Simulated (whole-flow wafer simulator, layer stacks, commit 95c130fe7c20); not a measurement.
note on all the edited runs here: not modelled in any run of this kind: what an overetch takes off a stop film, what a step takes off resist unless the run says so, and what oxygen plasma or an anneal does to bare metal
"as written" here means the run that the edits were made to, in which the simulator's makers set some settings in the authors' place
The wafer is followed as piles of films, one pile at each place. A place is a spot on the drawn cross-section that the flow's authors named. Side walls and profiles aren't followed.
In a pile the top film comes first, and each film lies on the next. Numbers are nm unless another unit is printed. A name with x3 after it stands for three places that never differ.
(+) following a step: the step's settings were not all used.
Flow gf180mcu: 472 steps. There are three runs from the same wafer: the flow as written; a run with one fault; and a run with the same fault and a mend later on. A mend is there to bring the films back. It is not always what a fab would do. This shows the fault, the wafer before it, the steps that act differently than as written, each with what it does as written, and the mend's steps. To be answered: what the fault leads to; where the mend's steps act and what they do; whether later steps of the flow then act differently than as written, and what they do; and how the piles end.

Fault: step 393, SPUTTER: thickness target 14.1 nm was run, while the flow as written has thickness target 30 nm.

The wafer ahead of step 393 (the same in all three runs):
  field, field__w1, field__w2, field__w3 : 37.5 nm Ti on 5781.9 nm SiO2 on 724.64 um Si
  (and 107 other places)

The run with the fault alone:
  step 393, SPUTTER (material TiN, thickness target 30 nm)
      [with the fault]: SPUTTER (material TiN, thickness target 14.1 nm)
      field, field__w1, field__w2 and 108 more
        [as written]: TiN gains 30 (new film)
        [with the fault]: TiN gains 14.1 (new film)
  Later steps of the flow acting differently than as written (1 more step, not shown, differs only slightly: by at most 2% or 0.5 nm, whichever is larger):
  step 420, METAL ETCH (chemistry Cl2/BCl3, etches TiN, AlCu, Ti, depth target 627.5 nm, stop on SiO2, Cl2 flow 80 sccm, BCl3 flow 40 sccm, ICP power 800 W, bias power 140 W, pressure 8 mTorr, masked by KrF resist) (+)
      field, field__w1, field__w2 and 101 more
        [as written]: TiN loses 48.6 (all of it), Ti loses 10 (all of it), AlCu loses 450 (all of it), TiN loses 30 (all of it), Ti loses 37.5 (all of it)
        [with the fault]: TiN loses 48.6 (all of it), Ti loses 10 (all of it), AlCu loses 450 (all of it), TiN loses 14.1 (all of it), Ti loses 37.5 (all of it)
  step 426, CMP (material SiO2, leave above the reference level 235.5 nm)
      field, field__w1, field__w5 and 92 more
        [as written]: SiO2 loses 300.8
        [with the fault]: SiO2 loses 316.7
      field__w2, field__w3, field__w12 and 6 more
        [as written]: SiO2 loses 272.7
        [with the fault]: SiO2 loses 289.3
  By the end, the piles at field__w4, field__w8, contact, m1, m1__w1, mim, mim_1p0, m1_nw depart from the flow's by more than 2% or 0.5 nm, whichever is larger.
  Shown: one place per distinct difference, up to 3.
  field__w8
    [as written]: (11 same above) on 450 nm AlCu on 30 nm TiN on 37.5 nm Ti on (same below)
    [with the fault]: (11 same above) on 450 nm AlCu on 14.1 nm TiN on 37.5 nm Ti on (same below)
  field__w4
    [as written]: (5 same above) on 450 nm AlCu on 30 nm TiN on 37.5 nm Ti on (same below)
    [with the fault]: (5 same above) on 450 nm AlCu on 14.1 nm TiN on 37.5 nm Ti on (same below)
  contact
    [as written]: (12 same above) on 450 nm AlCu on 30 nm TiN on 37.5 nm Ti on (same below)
    [with the fault]: (12 same above) on 450 nm AlCu on 14.1 nm TiN on 37.5 nm Ti on (same below)

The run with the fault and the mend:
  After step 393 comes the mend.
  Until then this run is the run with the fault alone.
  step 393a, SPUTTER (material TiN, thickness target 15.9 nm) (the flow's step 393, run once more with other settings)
      field, field__w1, field__w2 and 108 more
        TiN gains 15.9
  Later steps of the flow that are run all act as written at every place that is followed.
  The piles end the same as the flow's at every place that both follow.
